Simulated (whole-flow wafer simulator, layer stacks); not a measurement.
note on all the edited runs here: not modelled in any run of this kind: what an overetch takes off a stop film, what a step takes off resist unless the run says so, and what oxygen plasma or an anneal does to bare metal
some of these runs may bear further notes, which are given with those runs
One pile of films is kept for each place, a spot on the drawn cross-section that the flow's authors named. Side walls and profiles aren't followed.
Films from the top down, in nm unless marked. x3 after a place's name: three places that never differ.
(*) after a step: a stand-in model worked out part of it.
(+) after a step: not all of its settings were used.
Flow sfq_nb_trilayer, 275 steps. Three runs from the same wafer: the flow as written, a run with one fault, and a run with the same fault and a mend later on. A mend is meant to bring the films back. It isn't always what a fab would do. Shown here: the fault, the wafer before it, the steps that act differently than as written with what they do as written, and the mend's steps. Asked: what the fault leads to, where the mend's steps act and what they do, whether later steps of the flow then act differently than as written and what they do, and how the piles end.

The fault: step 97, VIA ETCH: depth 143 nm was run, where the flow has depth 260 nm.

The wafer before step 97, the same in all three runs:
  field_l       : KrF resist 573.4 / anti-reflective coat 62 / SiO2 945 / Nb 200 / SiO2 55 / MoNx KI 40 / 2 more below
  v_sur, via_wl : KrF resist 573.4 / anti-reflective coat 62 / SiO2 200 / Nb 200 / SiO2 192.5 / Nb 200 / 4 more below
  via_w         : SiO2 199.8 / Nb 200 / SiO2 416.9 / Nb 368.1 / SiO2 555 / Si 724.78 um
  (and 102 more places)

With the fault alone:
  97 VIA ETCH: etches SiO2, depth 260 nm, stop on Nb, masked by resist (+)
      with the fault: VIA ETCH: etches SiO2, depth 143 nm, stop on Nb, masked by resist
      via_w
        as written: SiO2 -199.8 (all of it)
        with the fault: SiO2 -143
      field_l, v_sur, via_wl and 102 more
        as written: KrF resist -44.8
        with the fault: KrF resist -24.7
  Later steps of the flow that act differently than as written (3 more steps differ only slightly, by at most 2% or 0.5 nm, whichever is larger, and aren't shown):
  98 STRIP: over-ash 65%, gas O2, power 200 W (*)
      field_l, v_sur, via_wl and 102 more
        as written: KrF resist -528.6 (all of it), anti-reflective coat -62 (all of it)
        with the fault: KrF resist -548.8 (all of it), anti-reflective coat -62 (all of it)
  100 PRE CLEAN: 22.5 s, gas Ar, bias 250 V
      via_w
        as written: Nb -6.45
        with the fault: SiO2 -7.5
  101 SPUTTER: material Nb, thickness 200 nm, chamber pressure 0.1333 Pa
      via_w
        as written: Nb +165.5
        with the fault: Nb +177.8 (new film)
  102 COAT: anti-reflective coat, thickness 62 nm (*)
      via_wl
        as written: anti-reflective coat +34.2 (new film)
        with the fault: anti-reflective coat +35.9 (new film)
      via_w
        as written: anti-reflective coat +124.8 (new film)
        with the fault: anti-reflective coat +111.5 (new film)
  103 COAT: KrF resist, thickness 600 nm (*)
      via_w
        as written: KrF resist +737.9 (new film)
        with the fault: KrF resist +692 (new film)
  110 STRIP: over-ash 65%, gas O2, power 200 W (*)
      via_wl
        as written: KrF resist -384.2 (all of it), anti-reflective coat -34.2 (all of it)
        with the fault: KrF resist -389.3 (all of it), anti-reflective coat -35.9 (all of it)
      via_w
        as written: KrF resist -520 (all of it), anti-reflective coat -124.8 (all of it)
        with the fault: KrF resist -474.2 (all of it), anti-reflective coat -111.5 (all of it)
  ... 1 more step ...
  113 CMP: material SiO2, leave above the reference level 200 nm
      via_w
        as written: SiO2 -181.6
        with the fault: SiO2 -157.1
  At the end the piles differ from the flow's by more than 2% or 0.5 nm, whichever is larger, at via_w.
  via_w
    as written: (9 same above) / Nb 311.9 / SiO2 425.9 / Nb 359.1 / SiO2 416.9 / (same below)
    with the fault: (9 same above) / Nb 311.9 / SiO2 357.9 / Nb 177.8 / SiO2 49.3 / Nb 200 / SiO2 416.9 / (same below)

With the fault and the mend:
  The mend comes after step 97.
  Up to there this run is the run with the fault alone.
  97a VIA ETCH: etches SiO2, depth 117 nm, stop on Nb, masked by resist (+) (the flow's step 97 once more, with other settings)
      field_l, v_sur, via_wl and 102 more
        KrF resist -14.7
      via_w
        SiO2 -56.8 (all of it)
  No later step of the flow acts differently than as written, at any place that is followed, by more than 2% or 0.5 nm, whichever is larger.
  At the end the piles are the same as the flow's at every place that both follow.
